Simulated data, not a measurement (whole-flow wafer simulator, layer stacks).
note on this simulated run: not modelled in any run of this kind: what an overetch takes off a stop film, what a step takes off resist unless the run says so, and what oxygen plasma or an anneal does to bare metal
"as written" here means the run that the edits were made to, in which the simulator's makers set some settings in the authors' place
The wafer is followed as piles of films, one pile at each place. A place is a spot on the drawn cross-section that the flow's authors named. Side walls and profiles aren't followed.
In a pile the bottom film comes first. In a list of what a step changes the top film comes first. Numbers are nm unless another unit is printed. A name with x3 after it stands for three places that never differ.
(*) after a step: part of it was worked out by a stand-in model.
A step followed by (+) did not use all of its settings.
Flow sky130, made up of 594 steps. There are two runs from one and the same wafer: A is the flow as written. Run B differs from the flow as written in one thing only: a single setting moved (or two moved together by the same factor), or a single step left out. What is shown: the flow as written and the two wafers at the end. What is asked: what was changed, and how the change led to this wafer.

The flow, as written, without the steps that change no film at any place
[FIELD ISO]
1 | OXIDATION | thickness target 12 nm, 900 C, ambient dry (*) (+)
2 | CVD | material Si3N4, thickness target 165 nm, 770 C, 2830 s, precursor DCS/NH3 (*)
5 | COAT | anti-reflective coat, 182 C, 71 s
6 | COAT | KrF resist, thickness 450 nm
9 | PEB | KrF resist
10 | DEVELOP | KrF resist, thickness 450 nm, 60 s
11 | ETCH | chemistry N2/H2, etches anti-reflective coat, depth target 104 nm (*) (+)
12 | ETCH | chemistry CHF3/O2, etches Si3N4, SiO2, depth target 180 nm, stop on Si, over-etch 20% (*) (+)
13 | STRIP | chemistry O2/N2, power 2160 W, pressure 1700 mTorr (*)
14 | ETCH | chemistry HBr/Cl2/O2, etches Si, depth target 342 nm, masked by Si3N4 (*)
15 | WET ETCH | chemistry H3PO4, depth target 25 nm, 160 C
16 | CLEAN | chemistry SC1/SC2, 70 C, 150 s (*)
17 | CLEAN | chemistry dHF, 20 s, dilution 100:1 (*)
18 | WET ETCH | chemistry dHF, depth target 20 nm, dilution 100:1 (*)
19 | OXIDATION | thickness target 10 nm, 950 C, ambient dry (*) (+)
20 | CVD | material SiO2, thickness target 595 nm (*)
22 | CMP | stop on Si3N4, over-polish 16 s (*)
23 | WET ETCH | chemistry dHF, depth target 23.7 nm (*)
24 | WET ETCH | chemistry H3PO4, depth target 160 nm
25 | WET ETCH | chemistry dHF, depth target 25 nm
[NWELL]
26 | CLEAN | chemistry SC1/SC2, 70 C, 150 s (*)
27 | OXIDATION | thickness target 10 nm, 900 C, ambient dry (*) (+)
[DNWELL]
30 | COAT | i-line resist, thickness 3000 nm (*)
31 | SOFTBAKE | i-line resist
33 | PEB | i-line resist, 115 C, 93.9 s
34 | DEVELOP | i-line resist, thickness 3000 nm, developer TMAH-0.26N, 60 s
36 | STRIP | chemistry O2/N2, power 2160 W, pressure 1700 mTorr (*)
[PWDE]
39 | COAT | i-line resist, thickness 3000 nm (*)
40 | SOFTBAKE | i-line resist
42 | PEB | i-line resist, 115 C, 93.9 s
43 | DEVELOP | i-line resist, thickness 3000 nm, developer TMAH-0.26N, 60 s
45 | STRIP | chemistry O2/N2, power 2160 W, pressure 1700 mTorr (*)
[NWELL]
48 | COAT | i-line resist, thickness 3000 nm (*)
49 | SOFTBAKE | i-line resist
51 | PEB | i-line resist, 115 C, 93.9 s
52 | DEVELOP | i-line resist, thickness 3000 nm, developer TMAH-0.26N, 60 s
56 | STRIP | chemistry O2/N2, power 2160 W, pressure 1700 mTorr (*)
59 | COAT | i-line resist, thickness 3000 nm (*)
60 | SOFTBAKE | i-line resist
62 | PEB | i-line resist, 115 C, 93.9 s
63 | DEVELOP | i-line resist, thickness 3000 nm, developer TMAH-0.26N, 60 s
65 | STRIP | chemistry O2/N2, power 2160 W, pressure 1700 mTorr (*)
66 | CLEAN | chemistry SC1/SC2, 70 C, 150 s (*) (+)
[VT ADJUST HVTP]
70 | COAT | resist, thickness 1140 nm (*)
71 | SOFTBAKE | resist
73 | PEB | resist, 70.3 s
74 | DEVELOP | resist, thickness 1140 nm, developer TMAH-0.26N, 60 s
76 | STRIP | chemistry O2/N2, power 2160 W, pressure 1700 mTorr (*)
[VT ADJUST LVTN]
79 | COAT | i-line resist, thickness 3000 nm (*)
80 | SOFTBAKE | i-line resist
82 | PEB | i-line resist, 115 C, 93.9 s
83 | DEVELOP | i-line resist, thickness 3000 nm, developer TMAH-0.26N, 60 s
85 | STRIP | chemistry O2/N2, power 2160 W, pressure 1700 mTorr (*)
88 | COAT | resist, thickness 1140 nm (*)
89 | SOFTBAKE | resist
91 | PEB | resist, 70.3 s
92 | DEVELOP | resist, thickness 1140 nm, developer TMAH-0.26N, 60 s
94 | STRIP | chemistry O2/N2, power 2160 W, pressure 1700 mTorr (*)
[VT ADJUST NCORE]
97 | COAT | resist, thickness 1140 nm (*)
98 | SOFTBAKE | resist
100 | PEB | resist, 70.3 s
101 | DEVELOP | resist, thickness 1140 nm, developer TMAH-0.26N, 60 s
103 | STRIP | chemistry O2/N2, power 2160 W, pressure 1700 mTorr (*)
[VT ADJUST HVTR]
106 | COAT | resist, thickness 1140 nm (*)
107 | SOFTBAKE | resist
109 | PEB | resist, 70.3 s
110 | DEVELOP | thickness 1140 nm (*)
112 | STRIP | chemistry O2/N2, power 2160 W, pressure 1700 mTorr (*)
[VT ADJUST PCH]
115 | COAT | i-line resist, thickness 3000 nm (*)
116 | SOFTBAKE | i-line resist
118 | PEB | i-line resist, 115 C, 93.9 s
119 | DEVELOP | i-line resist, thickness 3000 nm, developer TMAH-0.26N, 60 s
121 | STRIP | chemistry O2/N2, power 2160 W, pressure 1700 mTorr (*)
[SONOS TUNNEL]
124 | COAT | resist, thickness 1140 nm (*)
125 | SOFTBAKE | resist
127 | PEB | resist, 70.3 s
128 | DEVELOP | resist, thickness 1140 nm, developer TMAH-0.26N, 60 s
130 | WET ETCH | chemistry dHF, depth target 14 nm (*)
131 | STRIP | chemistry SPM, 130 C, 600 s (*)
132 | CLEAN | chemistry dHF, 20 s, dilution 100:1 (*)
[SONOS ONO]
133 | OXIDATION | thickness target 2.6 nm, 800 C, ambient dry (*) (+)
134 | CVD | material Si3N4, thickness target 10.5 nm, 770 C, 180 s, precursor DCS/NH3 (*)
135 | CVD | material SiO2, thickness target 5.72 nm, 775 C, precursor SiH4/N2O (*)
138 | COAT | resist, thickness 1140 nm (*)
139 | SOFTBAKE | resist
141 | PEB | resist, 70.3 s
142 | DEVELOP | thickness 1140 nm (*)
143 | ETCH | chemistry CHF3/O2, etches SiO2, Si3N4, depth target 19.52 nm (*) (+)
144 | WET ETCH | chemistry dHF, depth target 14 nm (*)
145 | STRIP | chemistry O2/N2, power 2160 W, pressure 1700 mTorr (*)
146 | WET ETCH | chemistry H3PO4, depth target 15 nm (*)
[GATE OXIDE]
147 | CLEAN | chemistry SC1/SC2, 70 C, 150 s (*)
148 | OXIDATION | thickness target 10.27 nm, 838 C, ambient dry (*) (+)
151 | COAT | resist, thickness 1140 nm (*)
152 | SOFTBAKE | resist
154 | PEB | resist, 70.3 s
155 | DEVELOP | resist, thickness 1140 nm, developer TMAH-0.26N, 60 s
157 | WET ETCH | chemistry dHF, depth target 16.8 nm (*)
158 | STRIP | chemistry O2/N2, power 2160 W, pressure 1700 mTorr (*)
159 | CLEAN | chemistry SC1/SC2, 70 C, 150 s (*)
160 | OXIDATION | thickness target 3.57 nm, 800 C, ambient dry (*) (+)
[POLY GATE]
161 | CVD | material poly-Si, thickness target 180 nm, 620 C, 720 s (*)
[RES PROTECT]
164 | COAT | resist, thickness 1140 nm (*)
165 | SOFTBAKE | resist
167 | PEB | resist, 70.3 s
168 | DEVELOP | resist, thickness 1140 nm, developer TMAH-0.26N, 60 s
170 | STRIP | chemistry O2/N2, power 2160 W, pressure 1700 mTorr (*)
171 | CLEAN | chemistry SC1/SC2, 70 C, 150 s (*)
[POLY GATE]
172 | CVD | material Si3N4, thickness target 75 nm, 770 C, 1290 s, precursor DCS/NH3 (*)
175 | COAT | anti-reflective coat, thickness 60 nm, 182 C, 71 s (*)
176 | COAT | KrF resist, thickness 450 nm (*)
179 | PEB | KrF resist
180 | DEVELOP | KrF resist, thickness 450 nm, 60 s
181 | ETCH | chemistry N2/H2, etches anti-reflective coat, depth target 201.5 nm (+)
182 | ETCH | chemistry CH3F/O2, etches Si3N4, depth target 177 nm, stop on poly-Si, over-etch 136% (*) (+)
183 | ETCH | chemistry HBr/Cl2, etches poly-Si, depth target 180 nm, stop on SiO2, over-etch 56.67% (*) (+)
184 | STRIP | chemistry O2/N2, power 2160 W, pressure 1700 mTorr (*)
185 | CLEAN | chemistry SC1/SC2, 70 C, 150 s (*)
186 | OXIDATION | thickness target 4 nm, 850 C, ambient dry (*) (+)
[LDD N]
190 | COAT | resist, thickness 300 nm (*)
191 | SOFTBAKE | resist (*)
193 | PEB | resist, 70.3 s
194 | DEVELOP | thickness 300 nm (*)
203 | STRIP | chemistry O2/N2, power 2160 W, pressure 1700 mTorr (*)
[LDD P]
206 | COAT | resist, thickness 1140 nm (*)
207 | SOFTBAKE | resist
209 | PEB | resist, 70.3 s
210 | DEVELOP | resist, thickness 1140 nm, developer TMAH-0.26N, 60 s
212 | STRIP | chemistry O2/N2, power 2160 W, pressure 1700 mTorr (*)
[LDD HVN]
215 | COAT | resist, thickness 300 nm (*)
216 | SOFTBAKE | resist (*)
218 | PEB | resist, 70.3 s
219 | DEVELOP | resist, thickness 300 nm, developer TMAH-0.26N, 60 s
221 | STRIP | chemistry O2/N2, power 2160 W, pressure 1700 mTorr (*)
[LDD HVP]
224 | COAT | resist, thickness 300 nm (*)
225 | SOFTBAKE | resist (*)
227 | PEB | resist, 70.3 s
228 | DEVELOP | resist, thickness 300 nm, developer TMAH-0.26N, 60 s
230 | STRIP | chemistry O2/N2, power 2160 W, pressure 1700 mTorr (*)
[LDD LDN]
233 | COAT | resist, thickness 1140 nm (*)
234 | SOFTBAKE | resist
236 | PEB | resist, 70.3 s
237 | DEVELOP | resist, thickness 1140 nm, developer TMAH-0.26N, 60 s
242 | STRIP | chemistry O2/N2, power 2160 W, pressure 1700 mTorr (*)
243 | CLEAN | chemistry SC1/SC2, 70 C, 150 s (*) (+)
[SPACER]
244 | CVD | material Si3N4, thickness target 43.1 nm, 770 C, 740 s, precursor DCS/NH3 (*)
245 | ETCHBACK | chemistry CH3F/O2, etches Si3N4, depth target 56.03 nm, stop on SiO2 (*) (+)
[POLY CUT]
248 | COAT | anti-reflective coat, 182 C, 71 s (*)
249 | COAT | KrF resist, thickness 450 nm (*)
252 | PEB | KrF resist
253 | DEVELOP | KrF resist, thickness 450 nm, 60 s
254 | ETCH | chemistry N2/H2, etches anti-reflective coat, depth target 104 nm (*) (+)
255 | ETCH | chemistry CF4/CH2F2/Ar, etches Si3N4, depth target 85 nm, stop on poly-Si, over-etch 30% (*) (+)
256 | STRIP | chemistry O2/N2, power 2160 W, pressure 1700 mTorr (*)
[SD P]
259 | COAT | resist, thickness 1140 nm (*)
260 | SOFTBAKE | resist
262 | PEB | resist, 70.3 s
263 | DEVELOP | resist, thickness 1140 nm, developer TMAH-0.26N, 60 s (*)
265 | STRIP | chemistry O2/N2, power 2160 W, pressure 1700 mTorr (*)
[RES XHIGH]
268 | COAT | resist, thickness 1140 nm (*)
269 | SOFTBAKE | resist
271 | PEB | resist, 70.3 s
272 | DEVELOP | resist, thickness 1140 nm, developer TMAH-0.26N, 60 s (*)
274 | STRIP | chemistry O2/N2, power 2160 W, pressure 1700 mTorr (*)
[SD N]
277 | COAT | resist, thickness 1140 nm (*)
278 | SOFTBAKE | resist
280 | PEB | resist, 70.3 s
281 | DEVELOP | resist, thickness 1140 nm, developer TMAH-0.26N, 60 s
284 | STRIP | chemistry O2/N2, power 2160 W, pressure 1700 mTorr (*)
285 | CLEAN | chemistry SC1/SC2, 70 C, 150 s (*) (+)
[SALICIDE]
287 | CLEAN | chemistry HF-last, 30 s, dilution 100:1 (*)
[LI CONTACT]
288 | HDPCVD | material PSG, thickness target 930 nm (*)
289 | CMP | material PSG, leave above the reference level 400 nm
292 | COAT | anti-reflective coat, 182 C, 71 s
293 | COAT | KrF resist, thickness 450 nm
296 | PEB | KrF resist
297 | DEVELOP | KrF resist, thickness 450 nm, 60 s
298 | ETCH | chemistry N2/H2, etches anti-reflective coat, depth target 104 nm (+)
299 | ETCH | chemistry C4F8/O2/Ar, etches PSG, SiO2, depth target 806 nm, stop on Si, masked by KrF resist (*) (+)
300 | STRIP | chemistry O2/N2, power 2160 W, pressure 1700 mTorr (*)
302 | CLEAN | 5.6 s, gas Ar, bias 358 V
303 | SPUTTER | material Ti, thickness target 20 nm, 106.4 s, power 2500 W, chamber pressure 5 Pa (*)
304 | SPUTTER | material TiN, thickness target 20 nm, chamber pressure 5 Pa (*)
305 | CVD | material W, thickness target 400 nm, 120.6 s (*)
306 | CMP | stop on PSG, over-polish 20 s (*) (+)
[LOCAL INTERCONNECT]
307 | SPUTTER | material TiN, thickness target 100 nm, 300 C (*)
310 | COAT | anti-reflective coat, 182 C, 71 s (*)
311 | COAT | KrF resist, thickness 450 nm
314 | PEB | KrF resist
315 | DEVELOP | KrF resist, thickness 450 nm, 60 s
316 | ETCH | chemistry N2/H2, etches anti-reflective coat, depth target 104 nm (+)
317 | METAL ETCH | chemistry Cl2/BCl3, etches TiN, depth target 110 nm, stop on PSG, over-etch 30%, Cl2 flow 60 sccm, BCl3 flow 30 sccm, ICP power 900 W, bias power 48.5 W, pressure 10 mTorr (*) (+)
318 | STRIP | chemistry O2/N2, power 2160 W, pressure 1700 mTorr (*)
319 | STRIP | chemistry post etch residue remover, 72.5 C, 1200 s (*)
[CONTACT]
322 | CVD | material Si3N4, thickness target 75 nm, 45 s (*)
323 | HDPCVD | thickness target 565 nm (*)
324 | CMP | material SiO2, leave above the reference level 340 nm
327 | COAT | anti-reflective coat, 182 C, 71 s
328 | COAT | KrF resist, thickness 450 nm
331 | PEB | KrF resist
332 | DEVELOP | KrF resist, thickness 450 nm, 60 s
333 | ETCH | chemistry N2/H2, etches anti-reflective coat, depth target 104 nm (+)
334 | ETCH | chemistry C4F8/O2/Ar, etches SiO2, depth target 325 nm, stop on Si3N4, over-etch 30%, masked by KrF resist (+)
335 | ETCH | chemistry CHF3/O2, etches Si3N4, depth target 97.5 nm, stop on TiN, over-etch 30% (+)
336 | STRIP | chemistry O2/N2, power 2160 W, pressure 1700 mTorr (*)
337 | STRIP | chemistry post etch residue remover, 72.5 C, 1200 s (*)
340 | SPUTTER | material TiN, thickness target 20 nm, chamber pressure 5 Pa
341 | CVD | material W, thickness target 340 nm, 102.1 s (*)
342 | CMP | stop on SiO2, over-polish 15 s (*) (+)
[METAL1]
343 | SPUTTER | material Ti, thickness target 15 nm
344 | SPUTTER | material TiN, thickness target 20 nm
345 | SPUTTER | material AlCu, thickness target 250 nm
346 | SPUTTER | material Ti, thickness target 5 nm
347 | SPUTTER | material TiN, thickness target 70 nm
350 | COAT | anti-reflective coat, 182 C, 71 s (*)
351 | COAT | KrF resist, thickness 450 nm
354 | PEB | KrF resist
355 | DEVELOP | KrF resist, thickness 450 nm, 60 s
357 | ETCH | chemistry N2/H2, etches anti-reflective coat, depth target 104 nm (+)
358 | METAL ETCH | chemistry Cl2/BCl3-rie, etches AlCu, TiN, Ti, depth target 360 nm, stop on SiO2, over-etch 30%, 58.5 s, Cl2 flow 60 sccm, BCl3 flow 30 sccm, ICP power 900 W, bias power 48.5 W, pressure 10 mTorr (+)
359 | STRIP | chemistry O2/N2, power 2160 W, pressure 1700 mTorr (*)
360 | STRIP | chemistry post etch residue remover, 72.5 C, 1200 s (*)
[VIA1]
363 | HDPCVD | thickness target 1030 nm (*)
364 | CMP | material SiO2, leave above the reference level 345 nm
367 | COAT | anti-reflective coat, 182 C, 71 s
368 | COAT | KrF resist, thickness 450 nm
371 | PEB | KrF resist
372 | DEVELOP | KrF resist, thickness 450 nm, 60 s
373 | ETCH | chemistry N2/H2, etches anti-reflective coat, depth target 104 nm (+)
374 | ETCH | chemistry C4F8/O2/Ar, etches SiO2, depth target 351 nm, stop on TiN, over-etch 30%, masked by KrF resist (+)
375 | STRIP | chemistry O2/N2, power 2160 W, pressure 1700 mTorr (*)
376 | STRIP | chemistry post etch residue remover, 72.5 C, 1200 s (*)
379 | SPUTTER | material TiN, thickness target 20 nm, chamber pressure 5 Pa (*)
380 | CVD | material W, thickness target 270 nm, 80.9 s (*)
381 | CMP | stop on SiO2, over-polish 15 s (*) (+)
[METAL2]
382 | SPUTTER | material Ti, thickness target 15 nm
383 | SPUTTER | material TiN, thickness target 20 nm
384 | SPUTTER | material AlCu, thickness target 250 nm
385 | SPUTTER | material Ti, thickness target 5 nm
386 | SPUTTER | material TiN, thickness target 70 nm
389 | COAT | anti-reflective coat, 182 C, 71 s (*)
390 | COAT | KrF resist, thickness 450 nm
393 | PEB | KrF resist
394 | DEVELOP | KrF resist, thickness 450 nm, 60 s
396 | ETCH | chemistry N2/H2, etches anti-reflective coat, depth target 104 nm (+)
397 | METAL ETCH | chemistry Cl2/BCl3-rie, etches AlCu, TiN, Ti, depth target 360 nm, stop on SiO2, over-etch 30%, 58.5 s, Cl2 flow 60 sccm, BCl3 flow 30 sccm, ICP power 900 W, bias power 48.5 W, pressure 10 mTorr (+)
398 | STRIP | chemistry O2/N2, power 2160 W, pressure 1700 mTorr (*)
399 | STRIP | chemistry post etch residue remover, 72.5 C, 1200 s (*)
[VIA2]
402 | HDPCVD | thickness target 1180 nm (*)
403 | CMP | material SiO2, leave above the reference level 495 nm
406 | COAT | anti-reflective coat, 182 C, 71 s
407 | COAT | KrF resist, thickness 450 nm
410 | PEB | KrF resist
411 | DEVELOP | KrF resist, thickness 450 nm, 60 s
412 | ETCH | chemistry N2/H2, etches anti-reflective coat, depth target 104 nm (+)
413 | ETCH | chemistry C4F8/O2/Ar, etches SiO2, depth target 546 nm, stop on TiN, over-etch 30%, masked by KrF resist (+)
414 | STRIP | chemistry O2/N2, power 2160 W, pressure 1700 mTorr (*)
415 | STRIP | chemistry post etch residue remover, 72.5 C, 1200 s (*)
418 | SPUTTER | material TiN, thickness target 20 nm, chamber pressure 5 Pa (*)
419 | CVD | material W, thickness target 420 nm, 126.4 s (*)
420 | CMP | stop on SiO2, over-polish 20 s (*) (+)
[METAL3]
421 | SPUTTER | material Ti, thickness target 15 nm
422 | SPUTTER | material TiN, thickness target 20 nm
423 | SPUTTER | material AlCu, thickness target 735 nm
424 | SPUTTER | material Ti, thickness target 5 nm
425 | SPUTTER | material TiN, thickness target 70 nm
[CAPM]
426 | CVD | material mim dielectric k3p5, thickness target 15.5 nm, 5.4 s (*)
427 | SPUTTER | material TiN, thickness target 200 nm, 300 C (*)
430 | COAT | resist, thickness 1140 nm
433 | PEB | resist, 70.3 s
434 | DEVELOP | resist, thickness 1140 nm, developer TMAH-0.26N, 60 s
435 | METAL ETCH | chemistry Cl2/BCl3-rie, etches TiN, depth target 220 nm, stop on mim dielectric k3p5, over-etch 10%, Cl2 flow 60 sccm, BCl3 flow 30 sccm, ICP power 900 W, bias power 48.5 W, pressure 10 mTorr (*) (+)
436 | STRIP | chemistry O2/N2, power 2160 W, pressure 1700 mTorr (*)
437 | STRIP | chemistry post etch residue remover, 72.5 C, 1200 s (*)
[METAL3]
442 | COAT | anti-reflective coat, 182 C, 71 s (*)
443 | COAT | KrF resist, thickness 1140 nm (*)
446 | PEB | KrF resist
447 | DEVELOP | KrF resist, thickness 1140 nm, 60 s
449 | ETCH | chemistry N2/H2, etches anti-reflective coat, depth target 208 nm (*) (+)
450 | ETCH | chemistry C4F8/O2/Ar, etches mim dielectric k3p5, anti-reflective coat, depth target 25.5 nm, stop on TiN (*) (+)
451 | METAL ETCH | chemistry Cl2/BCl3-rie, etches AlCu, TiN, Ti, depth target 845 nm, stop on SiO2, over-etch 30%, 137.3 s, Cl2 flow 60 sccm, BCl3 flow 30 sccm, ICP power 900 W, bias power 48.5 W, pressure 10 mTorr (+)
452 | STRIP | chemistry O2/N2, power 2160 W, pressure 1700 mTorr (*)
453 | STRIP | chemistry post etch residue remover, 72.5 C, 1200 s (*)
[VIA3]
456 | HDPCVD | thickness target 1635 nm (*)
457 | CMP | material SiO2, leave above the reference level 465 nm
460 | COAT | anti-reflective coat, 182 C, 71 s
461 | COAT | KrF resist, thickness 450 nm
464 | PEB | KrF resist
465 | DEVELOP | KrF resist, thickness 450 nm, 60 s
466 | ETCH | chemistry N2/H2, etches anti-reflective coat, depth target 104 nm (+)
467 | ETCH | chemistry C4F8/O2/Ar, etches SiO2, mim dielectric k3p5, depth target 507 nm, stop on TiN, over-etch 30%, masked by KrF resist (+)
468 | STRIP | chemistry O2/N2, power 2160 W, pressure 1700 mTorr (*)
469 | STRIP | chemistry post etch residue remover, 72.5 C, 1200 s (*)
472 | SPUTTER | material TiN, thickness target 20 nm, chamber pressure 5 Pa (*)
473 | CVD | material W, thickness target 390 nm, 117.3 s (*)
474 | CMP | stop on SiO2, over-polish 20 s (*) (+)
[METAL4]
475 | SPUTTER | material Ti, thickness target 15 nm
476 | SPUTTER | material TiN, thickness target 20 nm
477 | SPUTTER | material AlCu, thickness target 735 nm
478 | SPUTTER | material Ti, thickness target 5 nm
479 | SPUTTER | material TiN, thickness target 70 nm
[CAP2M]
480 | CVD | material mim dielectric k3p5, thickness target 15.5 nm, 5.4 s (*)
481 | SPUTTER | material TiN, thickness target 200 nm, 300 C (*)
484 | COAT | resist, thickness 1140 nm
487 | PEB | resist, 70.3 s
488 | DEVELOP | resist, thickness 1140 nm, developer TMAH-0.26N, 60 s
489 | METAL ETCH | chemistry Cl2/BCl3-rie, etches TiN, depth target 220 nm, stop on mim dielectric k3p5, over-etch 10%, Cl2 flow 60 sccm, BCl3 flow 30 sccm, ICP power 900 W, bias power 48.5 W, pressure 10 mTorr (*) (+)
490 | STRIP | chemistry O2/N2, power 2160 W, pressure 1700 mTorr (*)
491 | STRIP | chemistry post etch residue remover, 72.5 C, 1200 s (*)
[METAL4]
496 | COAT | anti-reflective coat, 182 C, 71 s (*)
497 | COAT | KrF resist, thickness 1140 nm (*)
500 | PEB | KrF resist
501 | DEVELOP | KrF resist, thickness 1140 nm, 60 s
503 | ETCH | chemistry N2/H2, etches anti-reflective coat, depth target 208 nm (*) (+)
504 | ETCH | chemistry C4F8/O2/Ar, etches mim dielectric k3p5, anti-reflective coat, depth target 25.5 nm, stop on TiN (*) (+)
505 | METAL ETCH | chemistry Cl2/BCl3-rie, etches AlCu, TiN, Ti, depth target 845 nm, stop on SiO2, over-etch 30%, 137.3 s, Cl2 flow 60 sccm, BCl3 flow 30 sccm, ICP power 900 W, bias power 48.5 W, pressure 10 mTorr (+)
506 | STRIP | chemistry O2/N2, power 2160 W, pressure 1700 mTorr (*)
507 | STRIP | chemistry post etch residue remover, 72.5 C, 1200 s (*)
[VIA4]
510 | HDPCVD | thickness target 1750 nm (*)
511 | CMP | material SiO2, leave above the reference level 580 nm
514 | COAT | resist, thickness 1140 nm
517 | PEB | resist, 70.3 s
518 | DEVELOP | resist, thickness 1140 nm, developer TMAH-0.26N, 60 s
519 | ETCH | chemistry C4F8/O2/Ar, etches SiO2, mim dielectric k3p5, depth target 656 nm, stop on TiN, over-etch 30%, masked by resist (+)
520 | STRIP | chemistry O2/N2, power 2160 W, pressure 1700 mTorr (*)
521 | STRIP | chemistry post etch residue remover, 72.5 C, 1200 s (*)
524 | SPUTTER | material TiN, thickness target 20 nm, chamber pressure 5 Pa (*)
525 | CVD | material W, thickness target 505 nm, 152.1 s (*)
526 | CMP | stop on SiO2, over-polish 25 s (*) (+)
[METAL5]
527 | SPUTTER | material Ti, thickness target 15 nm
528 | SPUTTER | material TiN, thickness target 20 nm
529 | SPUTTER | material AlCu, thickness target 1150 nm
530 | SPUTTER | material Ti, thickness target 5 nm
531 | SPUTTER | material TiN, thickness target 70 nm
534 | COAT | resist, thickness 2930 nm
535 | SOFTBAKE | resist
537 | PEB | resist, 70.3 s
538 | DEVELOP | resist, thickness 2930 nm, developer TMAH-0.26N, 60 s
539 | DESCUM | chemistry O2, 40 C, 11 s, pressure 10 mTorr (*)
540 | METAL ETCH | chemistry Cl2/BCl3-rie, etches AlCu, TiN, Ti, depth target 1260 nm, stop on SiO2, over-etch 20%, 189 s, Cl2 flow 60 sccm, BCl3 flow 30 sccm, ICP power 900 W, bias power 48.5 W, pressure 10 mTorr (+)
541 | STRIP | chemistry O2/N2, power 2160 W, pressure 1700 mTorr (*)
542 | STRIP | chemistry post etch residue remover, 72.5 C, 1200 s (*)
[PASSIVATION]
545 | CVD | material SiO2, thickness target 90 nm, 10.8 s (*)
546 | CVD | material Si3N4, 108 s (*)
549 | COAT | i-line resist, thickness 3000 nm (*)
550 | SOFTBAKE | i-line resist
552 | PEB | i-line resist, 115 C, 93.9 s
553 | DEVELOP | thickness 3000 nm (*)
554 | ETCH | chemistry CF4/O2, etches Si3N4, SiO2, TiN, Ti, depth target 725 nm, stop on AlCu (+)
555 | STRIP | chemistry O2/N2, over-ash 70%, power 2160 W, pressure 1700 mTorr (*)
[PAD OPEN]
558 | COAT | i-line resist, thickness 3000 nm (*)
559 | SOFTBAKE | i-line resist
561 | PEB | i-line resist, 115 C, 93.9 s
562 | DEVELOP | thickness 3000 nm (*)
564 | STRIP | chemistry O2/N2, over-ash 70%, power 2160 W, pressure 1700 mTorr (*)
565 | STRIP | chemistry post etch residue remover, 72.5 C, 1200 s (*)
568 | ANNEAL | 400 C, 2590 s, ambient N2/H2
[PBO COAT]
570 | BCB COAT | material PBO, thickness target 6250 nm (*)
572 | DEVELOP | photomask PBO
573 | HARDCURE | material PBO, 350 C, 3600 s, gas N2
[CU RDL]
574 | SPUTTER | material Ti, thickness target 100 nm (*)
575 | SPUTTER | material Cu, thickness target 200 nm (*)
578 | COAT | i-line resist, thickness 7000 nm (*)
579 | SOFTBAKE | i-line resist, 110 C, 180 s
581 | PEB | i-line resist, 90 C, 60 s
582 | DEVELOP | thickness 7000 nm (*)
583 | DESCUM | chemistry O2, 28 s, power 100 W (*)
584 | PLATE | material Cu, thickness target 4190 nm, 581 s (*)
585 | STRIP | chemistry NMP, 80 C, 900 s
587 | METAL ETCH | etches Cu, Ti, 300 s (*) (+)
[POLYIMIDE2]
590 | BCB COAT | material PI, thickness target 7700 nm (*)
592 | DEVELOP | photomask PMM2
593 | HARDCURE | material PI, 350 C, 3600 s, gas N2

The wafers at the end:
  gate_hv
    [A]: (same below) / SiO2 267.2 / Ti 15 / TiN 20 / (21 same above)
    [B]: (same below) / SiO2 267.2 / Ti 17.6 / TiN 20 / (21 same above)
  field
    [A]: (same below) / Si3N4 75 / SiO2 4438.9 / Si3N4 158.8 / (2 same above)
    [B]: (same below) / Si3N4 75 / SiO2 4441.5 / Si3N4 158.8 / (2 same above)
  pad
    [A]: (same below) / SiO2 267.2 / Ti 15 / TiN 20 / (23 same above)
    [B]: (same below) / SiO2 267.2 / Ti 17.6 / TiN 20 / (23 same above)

Cause: step 382, SPUTTER: thickness target 17.6 nm was run, whereas the flow has thickness target 15 nm.
The wafer lets one read it off: gate_hv has Ti 17.6, and step 382 as written asks for 15 nm.

How this came from the change, step by step:
  382 | SPUTTER | material Ti, thickness target 15 nm
      field, active, n_well and 188 more: A +15 Ti (new film) | B +17.6 Ti (new film)
  397 | METAL ETCH | chemistry Cl2/BCl3-rie, etches AlCu, TiN, Ti, depth target 360 nm, stop on SiO2, over-etch 30%, 58.5 s, Cl2 flow 60 sccm, BCl3 flow 30 sccm, ICP power 900 W, bias power 48.5 W, pressure 10 mTorr (+)
      field, active, gate and 82 more: A -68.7 TiN (all of it), -5 Ti (all of it), -250 AlCu (all of it), -20 TiN (all of it), -15 Ti (all of it), -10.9 SiO2 | B -68.7 TiN (all of it), -5 Ti (all of it), -250 AlCu (all of it), -20 TiN (all of it), -17.6 Ti (all of it), -10.7 SiO2
